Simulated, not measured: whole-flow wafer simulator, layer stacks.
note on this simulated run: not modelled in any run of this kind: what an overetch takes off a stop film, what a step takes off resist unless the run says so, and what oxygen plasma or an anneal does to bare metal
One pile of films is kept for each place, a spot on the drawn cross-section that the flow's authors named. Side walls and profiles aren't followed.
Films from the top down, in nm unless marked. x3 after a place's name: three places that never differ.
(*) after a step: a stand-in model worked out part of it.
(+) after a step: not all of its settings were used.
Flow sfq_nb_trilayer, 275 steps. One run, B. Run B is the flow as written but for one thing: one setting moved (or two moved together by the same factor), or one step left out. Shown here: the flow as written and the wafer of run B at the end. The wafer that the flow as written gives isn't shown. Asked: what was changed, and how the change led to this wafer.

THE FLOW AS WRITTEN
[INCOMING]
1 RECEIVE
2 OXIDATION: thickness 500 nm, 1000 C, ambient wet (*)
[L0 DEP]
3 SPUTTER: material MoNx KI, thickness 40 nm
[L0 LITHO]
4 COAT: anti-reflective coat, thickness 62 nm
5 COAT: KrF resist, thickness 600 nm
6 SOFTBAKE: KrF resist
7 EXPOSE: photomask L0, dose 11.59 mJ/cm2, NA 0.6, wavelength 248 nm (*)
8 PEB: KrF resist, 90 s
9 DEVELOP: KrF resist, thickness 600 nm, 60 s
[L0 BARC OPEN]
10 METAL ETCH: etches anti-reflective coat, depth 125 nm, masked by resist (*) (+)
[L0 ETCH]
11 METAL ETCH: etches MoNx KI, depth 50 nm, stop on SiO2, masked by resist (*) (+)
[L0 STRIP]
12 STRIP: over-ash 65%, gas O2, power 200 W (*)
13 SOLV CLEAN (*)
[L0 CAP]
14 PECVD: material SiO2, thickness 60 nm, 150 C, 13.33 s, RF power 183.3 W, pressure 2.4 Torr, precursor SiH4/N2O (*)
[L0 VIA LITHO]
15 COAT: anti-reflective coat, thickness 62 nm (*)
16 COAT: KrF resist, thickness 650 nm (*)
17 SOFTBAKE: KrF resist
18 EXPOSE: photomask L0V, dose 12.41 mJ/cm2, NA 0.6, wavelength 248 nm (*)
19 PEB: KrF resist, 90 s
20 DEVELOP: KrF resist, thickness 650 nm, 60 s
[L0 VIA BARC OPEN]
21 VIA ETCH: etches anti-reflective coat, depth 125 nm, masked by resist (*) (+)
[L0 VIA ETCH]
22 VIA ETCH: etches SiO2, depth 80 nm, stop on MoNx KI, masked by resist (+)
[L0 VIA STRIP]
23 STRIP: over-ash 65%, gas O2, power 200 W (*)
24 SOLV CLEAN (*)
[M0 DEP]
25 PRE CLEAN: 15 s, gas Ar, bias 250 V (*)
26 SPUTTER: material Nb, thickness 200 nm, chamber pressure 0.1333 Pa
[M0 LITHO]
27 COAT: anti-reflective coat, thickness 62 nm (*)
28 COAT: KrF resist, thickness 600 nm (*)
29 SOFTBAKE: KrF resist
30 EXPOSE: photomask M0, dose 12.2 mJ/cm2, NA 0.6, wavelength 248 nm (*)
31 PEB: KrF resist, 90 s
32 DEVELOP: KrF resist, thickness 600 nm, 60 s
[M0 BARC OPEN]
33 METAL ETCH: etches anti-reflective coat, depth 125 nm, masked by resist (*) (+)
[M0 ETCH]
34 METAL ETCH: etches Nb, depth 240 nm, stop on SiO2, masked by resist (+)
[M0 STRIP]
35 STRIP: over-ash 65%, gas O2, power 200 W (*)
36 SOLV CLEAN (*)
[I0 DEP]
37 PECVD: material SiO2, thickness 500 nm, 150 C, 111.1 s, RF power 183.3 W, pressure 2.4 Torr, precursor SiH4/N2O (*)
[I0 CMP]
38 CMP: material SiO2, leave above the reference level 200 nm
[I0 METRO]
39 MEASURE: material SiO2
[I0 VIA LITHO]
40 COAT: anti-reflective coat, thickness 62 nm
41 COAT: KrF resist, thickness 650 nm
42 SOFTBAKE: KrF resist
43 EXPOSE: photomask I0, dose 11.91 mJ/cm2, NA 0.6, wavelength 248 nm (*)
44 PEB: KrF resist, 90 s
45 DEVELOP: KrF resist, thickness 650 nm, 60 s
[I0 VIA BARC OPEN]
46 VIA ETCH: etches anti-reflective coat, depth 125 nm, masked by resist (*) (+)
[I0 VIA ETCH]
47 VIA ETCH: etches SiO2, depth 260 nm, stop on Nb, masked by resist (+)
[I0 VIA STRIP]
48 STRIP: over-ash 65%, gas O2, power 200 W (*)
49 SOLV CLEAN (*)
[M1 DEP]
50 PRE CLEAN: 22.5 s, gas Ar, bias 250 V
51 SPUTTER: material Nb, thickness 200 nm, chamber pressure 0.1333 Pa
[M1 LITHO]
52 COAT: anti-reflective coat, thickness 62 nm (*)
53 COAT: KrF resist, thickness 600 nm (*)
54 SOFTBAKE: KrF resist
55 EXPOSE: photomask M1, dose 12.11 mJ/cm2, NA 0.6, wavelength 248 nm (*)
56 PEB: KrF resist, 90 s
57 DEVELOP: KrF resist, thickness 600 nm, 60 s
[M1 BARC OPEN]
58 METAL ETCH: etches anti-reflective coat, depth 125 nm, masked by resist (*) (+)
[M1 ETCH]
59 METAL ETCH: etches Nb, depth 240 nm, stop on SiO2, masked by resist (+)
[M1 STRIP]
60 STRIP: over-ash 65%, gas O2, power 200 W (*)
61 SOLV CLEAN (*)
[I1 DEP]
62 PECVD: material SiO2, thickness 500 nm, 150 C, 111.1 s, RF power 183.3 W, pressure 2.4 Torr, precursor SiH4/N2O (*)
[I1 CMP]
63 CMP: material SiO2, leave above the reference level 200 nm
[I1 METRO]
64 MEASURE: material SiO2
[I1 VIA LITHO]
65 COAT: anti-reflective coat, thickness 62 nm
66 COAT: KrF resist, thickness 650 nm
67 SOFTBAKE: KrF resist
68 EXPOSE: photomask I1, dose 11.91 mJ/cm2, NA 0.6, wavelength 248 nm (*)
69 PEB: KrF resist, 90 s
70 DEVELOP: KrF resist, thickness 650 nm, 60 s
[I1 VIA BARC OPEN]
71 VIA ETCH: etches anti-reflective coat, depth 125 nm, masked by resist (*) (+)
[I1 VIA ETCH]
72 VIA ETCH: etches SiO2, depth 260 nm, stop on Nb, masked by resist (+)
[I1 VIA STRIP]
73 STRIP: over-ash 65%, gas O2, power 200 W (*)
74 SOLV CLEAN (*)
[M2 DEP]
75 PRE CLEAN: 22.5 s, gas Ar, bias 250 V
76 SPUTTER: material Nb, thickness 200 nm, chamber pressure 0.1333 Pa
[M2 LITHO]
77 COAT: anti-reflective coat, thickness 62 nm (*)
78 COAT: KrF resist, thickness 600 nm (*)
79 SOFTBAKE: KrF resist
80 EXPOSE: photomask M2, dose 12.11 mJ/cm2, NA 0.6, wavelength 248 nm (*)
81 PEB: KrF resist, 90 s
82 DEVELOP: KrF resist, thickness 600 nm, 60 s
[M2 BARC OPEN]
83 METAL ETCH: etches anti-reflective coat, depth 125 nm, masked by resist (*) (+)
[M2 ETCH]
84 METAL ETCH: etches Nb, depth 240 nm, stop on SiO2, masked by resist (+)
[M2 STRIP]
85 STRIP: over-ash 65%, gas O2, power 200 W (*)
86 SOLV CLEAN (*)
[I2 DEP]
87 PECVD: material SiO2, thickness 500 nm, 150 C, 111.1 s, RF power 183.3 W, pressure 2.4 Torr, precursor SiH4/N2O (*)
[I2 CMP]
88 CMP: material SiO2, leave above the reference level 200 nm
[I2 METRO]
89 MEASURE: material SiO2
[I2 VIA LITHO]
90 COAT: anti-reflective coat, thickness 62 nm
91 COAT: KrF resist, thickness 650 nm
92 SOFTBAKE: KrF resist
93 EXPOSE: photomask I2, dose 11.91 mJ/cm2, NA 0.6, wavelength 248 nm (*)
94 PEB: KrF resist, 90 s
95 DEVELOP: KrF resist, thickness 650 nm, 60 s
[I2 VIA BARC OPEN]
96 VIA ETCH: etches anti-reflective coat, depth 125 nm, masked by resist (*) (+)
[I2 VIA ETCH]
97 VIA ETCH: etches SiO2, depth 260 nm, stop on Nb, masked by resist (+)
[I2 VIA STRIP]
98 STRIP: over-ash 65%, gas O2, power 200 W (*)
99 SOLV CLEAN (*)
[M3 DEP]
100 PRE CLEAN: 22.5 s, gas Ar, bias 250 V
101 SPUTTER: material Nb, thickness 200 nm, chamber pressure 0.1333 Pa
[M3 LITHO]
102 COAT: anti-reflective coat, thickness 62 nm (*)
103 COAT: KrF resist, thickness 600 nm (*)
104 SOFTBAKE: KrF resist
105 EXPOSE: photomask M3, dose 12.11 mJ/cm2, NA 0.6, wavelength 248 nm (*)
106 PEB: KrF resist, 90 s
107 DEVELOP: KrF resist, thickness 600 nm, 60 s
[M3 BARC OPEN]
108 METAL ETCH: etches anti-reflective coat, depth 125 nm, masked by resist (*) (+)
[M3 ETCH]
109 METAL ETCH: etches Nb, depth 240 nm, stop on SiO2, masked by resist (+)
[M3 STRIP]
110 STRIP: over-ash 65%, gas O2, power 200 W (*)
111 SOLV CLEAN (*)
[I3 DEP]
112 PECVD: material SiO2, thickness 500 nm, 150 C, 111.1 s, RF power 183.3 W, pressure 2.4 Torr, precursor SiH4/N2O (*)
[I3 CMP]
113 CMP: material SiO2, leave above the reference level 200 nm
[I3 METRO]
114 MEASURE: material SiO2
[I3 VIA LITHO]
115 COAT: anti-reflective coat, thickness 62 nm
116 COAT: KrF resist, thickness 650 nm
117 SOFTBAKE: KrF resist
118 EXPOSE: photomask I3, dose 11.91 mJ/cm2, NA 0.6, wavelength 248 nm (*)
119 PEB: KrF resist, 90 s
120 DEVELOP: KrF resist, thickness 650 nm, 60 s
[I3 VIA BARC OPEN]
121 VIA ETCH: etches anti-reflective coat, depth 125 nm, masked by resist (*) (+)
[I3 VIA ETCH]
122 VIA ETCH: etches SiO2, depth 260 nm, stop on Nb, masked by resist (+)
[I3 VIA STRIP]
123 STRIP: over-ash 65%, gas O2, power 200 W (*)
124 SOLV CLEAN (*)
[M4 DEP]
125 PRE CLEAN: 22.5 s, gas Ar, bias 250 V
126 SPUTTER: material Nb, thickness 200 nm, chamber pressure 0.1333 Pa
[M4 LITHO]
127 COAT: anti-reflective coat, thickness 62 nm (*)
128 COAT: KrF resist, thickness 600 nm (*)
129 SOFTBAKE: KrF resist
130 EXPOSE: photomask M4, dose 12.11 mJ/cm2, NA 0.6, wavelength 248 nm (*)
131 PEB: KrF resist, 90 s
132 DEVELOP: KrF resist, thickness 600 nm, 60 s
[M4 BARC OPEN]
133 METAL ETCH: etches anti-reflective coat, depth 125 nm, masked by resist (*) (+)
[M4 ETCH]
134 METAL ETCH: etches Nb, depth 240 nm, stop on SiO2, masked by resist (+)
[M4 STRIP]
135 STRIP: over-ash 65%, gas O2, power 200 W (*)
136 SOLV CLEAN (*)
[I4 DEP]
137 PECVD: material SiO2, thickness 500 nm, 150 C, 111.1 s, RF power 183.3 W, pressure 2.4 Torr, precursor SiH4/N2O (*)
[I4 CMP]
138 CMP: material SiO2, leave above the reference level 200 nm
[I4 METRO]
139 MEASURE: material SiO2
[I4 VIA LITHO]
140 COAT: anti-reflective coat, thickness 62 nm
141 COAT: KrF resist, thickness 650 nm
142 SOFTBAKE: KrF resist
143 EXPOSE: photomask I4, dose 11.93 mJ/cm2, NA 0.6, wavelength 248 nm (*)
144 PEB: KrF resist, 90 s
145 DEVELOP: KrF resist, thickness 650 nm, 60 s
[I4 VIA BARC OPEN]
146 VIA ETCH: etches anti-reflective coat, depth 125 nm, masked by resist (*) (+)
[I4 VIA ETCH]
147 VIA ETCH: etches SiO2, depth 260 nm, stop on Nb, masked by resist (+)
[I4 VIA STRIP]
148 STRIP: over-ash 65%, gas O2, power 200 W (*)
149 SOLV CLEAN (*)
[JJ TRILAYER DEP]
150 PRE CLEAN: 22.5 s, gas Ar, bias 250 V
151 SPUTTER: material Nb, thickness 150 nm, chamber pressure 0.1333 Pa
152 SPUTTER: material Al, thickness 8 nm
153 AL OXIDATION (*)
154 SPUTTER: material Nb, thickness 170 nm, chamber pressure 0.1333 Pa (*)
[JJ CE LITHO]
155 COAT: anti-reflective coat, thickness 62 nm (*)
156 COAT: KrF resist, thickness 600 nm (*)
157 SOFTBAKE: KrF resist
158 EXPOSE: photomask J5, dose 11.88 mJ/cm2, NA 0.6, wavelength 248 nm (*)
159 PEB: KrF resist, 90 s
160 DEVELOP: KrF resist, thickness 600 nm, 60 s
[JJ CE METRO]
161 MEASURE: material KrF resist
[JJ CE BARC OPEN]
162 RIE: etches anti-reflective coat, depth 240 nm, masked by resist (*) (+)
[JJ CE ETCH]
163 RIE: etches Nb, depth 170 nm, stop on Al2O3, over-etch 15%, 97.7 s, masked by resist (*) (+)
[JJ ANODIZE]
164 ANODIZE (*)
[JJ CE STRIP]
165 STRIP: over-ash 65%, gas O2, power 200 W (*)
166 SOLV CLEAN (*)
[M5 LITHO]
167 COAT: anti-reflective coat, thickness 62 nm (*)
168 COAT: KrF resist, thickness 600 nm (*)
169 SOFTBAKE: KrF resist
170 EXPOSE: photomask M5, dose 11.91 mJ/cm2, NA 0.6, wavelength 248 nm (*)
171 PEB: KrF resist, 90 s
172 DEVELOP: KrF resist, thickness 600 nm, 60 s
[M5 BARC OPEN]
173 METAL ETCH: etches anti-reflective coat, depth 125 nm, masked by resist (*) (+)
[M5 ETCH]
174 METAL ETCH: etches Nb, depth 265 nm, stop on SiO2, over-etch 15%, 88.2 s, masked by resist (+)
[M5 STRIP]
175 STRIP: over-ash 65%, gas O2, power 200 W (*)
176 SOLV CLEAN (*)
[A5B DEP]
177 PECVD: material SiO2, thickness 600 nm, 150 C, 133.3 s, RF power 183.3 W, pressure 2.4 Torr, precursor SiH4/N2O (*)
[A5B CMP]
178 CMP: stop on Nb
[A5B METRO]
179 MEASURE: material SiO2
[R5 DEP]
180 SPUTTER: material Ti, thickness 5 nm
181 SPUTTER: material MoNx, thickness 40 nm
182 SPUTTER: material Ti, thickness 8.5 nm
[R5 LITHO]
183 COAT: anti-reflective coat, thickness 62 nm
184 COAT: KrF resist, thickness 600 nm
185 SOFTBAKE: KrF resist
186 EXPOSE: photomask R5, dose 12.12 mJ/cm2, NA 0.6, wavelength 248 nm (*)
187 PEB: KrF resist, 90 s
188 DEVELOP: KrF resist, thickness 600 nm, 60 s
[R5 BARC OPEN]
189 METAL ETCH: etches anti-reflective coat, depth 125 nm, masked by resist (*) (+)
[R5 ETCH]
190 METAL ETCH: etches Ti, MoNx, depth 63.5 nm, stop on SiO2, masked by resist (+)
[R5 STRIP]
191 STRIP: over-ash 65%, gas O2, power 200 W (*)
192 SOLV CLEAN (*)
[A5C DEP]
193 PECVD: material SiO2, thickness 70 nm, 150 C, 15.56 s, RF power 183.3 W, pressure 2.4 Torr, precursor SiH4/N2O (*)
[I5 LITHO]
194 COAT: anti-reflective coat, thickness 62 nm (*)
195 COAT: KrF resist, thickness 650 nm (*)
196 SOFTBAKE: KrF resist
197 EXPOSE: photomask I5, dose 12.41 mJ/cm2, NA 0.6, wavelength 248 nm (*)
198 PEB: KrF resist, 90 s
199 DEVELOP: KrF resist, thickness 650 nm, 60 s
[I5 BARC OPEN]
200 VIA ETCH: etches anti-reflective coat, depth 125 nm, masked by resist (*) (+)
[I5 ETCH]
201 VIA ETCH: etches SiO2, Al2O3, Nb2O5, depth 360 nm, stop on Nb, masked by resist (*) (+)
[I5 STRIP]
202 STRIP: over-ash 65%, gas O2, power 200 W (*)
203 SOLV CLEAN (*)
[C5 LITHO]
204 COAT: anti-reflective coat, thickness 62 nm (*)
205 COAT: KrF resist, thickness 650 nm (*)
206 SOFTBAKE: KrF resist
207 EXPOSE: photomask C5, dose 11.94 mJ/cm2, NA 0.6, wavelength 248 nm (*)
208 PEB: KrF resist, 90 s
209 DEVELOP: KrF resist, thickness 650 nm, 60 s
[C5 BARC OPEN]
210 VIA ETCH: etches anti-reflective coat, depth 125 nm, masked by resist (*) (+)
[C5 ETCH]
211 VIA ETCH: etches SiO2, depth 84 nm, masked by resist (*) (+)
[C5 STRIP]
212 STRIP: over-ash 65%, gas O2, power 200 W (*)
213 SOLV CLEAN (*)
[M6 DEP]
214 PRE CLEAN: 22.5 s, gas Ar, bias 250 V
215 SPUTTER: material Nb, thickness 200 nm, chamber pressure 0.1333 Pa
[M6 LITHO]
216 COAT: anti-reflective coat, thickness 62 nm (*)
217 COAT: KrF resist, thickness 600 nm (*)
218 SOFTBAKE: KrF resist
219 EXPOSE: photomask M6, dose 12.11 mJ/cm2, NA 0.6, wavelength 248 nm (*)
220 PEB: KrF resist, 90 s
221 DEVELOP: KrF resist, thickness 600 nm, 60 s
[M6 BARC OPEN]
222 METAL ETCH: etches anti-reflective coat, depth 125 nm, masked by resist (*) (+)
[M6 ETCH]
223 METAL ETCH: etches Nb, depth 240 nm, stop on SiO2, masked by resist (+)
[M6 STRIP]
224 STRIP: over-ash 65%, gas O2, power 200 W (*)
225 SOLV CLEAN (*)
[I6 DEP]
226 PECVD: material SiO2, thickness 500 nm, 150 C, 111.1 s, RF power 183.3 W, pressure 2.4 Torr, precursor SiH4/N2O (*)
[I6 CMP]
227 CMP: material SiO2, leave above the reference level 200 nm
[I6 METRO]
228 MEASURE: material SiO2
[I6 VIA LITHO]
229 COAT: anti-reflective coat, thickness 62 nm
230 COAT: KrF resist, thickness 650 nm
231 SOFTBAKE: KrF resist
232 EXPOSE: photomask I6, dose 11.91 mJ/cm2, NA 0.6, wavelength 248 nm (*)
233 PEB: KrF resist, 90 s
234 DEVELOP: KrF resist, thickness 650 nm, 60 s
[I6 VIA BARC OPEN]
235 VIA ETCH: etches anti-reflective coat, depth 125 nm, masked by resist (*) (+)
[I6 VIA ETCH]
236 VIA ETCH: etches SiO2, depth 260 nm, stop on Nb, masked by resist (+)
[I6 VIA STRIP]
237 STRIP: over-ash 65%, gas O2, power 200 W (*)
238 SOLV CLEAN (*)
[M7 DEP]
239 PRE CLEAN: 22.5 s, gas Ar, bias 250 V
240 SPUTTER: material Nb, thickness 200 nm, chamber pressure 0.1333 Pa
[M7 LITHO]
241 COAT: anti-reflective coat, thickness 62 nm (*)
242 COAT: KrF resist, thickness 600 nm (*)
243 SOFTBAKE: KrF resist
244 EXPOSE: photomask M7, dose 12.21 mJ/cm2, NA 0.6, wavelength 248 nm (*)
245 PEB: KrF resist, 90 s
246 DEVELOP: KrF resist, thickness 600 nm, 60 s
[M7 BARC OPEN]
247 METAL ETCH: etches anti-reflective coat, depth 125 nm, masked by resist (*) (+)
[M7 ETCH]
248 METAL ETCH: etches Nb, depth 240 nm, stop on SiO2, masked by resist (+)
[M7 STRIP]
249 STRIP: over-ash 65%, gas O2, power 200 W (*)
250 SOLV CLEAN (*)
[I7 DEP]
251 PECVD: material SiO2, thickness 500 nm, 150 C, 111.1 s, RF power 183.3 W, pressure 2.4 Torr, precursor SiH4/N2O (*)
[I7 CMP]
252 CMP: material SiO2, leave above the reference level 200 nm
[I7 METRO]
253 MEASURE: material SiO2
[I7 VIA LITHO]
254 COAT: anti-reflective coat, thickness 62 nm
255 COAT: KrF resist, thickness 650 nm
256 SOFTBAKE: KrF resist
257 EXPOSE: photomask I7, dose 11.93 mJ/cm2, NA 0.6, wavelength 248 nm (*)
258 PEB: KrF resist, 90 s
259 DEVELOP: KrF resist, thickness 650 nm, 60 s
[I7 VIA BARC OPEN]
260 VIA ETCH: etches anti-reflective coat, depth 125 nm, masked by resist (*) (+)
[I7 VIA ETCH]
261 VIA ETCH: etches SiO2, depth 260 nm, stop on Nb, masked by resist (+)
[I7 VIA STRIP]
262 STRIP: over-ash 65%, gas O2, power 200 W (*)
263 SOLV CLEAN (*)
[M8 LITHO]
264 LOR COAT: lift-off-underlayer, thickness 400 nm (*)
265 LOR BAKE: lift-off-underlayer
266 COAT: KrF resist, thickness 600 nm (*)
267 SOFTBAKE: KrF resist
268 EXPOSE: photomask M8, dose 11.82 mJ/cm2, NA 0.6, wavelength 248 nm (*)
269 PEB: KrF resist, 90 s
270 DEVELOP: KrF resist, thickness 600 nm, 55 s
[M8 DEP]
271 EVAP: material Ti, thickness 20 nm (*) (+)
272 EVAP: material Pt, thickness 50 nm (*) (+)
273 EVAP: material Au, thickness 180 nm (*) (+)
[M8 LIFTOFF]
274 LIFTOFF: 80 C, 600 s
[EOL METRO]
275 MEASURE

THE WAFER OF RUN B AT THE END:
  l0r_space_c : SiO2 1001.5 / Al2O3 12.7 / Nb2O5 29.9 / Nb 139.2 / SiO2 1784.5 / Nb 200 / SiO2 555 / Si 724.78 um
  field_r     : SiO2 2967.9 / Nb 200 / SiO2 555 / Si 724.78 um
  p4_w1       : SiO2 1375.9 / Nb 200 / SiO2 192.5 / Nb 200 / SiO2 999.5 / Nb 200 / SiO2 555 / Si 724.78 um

The cause: step 76, SPUTTER: thickness 222 nm was run, where the flow has thickness 200 nm.

How the change led to this, step by step:
  76 SPUTTER: material Nb, thickness 200 nm, chamber pressure 0.1333 Pa
      field_l, v_sur, via_wl and 102 more: Nb +222 (new film) (as written it would be: Nb +200 (new film))
      via_v: Nb +194 (as written it would be: Nb +174.5)
  84 METAL ETCH: etches Nb, depth 240 nm, stop on SiO2, masked by resist (+)
      field_l, be, be_sur and 81 more: Nb -222 (all of it) (as written it would be: Nb -200 (all of it))
  88 CMP: material SiO2, leave above the reference level 200 nm
      field_l, be, be_sur and 81 more: SiO2 -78 (as written it would be: SiO2 -100)
